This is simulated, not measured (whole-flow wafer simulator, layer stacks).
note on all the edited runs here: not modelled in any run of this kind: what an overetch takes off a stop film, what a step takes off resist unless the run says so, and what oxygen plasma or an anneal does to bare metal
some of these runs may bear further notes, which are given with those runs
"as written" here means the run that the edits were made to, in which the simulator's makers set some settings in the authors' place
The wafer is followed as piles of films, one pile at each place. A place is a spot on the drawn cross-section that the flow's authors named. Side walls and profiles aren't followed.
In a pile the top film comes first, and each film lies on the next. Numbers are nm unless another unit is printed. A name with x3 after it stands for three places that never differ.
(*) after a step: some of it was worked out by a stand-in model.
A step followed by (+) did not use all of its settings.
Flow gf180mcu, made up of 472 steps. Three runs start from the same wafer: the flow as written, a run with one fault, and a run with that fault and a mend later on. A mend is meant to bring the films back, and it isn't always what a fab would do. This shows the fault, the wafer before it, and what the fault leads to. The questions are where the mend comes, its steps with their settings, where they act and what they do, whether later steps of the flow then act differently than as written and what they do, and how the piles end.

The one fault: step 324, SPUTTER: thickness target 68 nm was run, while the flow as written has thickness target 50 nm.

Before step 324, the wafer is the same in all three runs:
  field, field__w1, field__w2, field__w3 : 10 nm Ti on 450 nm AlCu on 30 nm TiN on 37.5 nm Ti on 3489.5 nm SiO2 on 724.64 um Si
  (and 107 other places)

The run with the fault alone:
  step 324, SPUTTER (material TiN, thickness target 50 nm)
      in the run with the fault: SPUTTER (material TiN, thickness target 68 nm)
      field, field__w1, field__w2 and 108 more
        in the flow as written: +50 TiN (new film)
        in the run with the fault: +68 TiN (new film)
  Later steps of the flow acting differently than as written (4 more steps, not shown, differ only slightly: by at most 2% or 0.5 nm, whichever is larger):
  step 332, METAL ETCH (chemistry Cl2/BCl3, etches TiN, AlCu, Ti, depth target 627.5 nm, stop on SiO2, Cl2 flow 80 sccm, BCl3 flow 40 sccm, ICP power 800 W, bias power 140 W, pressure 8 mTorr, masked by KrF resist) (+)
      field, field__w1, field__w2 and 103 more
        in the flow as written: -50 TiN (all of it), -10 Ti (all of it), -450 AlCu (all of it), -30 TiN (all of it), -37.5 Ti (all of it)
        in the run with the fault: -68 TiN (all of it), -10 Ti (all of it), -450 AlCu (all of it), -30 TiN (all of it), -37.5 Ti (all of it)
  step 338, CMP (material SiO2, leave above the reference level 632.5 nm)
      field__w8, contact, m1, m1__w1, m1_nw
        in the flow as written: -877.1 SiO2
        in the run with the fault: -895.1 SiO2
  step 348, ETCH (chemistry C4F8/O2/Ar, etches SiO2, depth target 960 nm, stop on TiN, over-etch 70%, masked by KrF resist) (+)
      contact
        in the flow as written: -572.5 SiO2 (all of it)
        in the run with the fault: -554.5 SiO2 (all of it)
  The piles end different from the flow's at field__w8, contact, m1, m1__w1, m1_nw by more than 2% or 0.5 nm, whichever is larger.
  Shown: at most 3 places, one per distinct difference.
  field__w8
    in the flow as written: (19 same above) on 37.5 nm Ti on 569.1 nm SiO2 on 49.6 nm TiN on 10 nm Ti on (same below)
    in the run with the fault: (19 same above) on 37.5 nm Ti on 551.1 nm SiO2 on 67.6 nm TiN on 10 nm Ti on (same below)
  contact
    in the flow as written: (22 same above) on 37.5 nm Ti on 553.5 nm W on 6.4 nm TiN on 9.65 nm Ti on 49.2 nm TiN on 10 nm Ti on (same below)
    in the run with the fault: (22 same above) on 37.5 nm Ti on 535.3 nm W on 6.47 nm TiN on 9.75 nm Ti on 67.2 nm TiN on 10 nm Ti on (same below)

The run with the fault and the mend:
  The mend stands after step 331.
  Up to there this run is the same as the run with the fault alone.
  step 331a, STRIP (chemistry O2/N2, power 2160 W, pressure 1700 mTorr) (*)
      field__w8, contact, m1, m1__w1, m1_nw
        -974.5 KrF resist (all of it)
  step 331b, METAL ETCH (chemistry Cl2/BCl3, etches TiN, AlCu, Ti, depth target 18 nm, Cl2 flow 80 sccm, BCl3 flow 40 sccm, ICP power 800 W, bias power 140 W, pressure 8 mTorr) (a further turn of the flow's step 260, with different settings)
      field, field__w1, field__w2 and 108 more
        -18 TiN
  step 331c, HMDS (120 C, 60 s) (a further turn of the flow's step 326)
      leaves every film unchanged at each place that is followed
  step 331d, COAT (KrF resist, thickness 1000 nm) (a further turn of the flow's step 327)
      field, field__w1, field__w2 and 108 more
        +1000 KrF resist (new film)
  step 331e, SOFTBAKE (KrF resist) (a further turn of the flow's step 328)
      leaves every film unchanged at each place that is followed
  step 331f, EXPOSE (photomask Metal3) (a further turn of the flow's step 329)
      leaves every film unchanged at each place that is followed
  step 331g, PEB (KrF resist, 135 C, 90 s) (a further turn of the flow's step 330)
      field, field__w1, field__w2 and 108 more
        -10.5 KrF resist
  step 331h, DEVELOP (thickness 1000 nm, 60 s) (a further turn of the flow's step 331)
      field, field__w1, field__w2 and 103 more
        -989.5 KrF resist (all of it)
      field__w8, contact, m1, m1__w1, m1_nw
        -14.9 KrF resist
  None of the later steps of the flow acts differently than as written at any place that is followed.
  At every place that both follow, the piles at the end match the flow's.
